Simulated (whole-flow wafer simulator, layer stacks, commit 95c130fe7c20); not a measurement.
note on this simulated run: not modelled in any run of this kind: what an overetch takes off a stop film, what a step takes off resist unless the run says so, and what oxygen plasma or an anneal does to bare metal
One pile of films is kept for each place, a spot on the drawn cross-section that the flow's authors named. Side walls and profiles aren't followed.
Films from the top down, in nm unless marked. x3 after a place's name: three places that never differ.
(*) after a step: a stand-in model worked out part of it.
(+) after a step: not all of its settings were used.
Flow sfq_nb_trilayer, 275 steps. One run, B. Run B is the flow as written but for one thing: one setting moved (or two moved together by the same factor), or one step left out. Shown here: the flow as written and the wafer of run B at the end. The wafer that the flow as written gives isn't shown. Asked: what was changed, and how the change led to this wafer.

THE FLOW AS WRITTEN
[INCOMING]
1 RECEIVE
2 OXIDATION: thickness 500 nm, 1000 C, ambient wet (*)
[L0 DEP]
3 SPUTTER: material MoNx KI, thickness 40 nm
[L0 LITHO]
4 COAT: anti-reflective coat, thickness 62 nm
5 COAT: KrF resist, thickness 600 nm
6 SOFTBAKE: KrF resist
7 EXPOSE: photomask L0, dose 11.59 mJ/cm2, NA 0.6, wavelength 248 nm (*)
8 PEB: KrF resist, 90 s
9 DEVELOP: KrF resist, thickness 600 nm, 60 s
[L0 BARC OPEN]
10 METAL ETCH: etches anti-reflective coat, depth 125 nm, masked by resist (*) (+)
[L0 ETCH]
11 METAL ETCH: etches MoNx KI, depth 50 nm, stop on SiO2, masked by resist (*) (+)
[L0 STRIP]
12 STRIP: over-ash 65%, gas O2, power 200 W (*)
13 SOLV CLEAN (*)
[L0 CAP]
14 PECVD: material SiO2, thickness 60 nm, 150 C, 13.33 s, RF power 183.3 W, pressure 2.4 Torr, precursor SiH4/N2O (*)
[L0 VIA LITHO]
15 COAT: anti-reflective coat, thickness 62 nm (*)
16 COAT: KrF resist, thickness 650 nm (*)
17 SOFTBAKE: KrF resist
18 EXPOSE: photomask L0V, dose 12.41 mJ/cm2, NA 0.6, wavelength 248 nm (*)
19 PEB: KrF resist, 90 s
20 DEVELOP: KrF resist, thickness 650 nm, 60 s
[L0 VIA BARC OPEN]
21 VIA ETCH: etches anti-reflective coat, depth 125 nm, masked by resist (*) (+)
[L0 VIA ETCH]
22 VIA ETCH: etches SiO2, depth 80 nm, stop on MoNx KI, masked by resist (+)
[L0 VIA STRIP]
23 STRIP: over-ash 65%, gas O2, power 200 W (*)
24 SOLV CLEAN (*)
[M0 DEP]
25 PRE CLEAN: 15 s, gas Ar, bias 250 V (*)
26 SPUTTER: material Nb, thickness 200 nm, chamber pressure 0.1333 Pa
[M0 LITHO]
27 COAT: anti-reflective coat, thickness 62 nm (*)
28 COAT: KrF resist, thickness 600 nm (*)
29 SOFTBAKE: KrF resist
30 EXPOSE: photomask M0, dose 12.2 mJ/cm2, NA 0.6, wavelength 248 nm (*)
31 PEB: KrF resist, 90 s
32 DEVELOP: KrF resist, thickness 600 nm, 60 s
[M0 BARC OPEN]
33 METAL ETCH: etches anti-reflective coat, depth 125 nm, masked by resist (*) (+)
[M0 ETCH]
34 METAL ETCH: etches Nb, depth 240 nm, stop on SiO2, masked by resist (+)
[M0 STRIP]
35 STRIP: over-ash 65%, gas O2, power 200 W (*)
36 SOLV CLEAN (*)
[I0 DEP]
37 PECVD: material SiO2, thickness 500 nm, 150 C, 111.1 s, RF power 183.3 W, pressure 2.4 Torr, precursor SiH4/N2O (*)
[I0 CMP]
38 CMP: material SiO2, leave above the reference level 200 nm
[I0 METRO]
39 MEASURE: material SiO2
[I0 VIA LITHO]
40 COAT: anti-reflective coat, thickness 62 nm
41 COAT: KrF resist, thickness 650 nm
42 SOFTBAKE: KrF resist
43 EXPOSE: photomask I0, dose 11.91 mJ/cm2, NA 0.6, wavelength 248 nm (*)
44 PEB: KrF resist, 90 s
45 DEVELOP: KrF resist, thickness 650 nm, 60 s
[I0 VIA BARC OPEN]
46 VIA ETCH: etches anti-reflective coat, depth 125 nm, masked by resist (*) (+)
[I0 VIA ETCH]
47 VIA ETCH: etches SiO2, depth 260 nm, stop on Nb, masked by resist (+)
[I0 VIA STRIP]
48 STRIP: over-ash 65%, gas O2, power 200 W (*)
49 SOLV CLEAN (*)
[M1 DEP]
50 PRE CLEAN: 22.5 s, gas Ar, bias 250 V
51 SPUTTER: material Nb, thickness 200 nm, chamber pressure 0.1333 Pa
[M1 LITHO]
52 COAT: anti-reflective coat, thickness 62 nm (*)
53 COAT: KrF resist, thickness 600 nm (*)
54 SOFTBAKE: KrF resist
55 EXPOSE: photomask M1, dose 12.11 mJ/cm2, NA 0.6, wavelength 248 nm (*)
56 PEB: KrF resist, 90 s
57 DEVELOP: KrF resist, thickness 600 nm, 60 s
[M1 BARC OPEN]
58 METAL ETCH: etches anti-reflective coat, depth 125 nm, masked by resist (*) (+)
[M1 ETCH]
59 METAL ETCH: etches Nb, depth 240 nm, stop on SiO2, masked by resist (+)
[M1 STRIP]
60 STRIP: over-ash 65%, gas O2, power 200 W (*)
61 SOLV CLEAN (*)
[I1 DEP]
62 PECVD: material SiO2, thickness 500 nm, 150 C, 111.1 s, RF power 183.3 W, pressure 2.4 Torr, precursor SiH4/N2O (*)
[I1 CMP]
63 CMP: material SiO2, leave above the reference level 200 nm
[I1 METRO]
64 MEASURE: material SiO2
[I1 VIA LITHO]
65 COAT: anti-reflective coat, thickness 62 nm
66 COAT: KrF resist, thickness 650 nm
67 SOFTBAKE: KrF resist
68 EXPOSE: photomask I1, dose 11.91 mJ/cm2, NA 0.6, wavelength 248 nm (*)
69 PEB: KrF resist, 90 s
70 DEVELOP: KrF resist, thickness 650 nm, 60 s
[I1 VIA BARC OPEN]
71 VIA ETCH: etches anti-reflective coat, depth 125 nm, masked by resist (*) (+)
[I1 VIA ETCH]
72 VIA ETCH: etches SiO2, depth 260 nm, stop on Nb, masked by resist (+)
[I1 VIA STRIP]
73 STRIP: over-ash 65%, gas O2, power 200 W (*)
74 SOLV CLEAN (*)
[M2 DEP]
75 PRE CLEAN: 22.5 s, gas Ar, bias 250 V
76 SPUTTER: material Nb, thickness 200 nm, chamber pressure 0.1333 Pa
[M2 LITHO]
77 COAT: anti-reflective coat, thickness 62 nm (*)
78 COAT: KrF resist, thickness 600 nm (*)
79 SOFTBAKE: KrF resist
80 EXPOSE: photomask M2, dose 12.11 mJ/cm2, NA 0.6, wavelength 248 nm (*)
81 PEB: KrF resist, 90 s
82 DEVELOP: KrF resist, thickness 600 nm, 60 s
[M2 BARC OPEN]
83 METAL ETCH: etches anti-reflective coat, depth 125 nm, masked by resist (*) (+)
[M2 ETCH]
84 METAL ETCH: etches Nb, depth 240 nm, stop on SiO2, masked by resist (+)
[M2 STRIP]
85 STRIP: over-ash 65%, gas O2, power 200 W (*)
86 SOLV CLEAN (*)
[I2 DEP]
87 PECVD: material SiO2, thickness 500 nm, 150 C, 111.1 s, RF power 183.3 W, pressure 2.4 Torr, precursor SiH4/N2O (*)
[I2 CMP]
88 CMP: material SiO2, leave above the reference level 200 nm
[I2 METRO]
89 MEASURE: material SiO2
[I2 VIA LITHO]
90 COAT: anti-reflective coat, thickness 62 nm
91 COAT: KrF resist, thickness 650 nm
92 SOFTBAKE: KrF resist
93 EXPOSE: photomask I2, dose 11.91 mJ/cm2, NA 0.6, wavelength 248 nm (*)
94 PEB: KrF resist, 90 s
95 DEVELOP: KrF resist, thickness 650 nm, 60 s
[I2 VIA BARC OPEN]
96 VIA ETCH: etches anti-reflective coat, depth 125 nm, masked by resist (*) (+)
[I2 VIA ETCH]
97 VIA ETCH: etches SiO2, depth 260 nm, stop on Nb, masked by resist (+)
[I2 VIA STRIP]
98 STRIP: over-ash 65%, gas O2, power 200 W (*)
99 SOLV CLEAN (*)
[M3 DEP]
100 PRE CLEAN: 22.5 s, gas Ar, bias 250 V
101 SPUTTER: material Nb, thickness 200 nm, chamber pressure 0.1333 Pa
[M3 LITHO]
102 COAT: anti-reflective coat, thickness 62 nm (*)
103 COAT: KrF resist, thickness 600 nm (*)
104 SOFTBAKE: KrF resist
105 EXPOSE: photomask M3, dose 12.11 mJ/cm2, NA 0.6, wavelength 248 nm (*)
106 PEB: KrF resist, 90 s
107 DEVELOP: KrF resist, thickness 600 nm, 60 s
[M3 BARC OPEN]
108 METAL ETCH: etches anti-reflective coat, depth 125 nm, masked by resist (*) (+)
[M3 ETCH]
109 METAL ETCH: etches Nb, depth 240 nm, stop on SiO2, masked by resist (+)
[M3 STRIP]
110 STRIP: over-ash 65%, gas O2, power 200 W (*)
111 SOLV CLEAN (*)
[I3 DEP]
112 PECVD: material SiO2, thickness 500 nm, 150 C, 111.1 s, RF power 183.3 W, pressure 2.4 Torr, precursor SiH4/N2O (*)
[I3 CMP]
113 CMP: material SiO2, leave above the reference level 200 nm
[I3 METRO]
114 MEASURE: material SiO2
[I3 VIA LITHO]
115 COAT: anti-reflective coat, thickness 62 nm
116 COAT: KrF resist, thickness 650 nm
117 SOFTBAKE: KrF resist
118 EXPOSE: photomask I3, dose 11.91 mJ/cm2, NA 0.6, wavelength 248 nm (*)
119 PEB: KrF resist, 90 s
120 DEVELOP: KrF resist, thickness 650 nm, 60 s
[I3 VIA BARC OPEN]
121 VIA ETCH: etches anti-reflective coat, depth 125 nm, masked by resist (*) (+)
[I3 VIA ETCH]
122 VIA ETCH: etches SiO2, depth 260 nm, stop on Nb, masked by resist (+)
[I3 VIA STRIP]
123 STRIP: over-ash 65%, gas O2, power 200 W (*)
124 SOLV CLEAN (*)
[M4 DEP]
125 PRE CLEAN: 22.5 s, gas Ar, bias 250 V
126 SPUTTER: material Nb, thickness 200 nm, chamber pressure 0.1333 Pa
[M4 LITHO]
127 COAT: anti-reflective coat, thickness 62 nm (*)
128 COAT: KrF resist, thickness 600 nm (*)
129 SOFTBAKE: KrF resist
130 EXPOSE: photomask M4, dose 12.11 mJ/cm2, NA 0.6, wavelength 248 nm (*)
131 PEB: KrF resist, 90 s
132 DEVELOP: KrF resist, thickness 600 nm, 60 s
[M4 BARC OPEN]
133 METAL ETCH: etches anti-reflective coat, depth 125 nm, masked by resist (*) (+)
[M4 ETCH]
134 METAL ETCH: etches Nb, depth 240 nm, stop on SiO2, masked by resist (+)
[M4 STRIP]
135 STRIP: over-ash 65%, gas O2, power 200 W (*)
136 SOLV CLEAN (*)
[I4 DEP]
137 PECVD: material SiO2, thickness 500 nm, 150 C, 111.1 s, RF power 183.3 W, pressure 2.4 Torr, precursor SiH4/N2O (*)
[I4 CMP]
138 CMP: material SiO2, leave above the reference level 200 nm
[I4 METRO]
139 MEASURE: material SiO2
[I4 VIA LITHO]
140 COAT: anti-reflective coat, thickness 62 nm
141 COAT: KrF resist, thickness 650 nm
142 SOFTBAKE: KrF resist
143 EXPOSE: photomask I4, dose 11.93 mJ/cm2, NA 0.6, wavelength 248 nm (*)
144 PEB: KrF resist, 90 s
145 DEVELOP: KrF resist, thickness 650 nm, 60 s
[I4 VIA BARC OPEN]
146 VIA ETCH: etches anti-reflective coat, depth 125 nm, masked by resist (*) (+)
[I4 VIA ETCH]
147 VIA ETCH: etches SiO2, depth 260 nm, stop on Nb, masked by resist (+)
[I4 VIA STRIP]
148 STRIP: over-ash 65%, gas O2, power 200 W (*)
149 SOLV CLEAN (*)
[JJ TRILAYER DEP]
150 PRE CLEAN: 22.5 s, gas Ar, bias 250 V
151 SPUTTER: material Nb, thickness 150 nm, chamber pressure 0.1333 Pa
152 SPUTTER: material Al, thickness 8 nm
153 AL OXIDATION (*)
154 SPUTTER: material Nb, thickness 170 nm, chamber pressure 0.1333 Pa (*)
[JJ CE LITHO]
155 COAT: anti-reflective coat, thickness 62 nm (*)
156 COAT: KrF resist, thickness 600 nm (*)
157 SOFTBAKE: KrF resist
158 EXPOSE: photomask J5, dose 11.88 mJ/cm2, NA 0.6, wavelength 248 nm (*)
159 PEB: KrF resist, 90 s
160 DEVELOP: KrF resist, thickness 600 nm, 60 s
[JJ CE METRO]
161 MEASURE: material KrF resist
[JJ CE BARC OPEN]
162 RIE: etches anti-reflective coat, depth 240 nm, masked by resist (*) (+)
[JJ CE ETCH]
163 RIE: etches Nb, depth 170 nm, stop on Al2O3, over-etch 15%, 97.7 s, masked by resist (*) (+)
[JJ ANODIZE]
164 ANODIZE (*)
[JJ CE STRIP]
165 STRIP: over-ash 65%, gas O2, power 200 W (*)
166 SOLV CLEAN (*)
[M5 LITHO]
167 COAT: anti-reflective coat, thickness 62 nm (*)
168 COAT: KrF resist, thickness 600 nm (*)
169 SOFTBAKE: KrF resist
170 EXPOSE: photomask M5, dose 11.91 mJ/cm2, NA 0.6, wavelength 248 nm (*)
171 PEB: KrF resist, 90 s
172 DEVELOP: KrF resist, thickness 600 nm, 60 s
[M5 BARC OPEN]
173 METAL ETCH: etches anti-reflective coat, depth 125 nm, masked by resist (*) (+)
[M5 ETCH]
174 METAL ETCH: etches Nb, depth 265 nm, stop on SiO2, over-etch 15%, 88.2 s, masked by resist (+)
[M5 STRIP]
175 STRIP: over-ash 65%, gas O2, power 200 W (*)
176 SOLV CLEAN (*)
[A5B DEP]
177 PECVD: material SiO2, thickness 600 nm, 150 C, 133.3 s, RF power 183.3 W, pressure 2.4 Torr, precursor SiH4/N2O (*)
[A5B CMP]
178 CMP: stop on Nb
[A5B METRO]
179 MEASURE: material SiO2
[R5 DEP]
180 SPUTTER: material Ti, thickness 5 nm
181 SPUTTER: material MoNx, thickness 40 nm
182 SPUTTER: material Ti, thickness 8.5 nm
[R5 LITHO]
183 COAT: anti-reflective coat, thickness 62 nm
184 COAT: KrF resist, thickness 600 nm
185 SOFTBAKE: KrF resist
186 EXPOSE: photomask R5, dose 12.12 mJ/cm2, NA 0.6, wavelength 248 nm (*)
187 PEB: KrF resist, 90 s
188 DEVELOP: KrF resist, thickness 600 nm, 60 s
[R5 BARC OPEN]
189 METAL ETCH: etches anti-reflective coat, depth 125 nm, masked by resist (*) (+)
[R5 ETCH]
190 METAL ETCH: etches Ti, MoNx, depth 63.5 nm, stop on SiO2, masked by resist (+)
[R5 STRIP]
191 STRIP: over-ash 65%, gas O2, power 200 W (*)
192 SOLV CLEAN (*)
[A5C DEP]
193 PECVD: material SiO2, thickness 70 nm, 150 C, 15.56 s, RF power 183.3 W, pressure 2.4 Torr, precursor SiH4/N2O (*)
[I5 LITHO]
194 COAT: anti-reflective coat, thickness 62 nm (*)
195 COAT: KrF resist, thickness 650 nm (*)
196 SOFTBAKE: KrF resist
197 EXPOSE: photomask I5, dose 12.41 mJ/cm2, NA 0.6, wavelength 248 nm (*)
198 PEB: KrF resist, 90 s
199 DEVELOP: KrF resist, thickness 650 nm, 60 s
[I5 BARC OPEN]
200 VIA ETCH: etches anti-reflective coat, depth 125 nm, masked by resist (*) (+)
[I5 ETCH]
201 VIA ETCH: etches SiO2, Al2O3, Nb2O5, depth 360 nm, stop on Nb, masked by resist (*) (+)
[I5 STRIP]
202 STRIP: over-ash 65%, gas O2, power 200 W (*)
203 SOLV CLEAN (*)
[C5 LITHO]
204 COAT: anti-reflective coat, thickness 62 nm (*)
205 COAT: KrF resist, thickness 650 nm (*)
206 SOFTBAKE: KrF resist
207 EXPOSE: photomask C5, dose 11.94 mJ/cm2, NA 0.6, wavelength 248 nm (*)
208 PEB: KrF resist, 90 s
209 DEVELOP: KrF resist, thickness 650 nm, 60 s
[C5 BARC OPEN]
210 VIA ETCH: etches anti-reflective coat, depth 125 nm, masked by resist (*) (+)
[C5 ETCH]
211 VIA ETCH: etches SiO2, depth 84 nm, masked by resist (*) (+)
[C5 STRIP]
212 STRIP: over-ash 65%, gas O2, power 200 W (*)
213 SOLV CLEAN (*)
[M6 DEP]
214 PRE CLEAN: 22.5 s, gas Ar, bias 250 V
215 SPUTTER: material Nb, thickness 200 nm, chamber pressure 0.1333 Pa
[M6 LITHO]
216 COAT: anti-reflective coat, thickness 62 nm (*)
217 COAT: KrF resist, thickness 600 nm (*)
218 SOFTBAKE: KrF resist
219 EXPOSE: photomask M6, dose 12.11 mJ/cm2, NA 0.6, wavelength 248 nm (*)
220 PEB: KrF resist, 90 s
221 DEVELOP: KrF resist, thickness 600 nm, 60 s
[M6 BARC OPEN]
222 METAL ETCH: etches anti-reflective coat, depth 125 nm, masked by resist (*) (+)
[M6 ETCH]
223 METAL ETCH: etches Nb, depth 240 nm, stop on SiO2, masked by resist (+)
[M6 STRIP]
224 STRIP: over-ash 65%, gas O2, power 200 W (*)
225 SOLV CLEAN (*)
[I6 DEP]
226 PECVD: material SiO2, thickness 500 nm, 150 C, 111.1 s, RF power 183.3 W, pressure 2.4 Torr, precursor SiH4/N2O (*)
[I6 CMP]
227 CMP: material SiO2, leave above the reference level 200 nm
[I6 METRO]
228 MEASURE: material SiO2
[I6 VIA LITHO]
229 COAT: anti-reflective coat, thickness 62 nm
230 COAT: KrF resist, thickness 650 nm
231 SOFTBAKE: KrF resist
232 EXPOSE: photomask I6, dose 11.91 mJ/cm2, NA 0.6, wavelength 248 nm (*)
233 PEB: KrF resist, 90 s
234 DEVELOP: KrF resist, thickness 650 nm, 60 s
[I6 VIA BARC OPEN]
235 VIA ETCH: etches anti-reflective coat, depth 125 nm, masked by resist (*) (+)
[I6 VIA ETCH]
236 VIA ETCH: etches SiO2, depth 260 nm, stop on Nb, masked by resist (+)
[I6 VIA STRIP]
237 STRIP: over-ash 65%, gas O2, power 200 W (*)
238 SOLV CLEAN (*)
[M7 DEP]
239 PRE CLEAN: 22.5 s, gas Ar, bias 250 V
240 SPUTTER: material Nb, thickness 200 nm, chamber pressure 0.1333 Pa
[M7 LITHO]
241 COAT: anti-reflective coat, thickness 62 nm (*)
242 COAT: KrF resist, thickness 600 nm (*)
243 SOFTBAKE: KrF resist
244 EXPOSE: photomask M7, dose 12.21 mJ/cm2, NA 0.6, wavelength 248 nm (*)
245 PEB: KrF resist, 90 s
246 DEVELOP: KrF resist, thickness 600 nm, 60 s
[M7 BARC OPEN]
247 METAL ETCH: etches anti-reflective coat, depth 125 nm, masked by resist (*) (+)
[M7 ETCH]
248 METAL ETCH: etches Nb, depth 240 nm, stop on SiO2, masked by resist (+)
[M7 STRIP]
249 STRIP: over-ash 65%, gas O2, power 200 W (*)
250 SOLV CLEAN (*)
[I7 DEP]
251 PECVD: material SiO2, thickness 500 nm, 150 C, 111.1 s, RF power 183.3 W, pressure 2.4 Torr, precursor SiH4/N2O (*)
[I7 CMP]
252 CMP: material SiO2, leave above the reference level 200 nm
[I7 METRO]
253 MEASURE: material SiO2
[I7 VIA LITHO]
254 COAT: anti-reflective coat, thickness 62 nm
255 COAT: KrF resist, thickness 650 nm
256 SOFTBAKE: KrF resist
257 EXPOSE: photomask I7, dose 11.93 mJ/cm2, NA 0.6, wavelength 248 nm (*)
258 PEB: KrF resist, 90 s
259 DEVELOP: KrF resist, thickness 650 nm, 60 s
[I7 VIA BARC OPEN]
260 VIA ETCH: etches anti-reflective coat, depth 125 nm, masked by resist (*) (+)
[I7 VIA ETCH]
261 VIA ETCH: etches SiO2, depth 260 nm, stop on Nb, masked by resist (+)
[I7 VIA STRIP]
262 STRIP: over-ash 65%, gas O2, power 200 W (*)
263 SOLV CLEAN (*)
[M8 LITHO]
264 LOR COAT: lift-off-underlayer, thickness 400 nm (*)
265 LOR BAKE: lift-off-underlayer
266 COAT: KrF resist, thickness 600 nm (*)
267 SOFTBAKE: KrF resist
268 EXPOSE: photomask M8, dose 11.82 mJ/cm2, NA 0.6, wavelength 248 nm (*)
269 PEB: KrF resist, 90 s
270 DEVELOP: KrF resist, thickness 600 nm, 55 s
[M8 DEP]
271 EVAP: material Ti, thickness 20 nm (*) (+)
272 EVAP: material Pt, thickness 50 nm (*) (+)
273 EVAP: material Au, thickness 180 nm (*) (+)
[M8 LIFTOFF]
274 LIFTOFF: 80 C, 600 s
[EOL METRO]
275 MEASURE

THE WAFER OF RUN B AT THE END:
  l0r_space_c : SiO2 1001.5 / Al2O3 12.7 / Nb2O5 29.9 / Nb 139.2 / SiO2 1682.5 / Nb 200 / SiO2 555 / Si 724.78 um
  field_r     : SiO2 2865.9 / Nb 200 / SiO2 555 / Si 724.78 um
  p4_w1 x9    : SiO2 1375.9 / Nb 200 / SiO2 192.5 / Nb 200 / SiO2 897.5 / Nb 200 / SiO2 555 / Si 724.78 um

The cause: step 51, SPUTTER: thickness 120 nm was run, where the flow has thickness 200 nm.

How the change led to this, step by step:
  51 SPUTTER: material Nb, thickness 200 nm, chamber pressure 0.1333 Pa
      field_l, v_sur, via_wl and 102 more: Nb +120 (new film) (as written it would be: Nb +200 (new film))
      via_w: Nb +105.5 (as written it would be: Nb +174.5)
  52 COAT: anti-reflective coat, thickness 62 nm (*)
      via_wl: anti-reflective coat +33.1 (new film) (as written it would be: anti-reflective coat +33.8 (new film))
      via_w: anti-reflective coat +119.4 (new film) (as written it would be: anti-reflective coat +123.1 (new film))
      (and at 1 more place)
  59 METAL ETCH: etches Nb, depth 240 nm, stop on SiO2, masked by resist (+)
      field_l, be, be_sur and 79 more: Nb -120 (all of it) (as written it would be: Nb -200 (all of it))
      v_sur, via_wl, via_w and 21 more: KrF resist -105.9 (as written it would be: KrF resist -141.2)
  60 STRIP: over-ash 65%, gas O2, power 200 W (*)
      wl_j_sl, wl_jj, wl_j_sr and 13 more: KrF resist -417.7 (all of it), anti-reflective coat -62 (all of it) (as written it would be: KrF resist -382.4 (all of it), anti-reflective coat -62 (all of it))
      v_sur: KrF resist -401.8 (all of it), anti-reflective coat -60.9 (all of it) (as written it would be: KrF resist -365.9 (all of it), anti-reflective coat -61.1 (all of it))
      (and at 7 more places)
  62 PECVD: material SiO2, thickness 500 nm, 150 C, 111.1 s, RF power 183.3 W, pressure 2.4 Torr, precursor SiH4/N2O (*)
      wl_d_sl, wl_d_sr: SiO2 +500 (as written it would be: SiO2 +557.1)
      via_w: SiO2 +586.4 (new film) (as written it would be: SiO2 +606 (new film))
  63 CMP: material SiO2, leave above the reference level 200 nm
      field_l, be, be_sur and 72 more: SiO2 -180 (as written it would be: SiO2 -100)
      lsp_m, ln_m6, lsp_r, l0_sur, l0v: SiO2 -180 (as written it would be: SiO2 -94.9)
      (and at 3 more places)
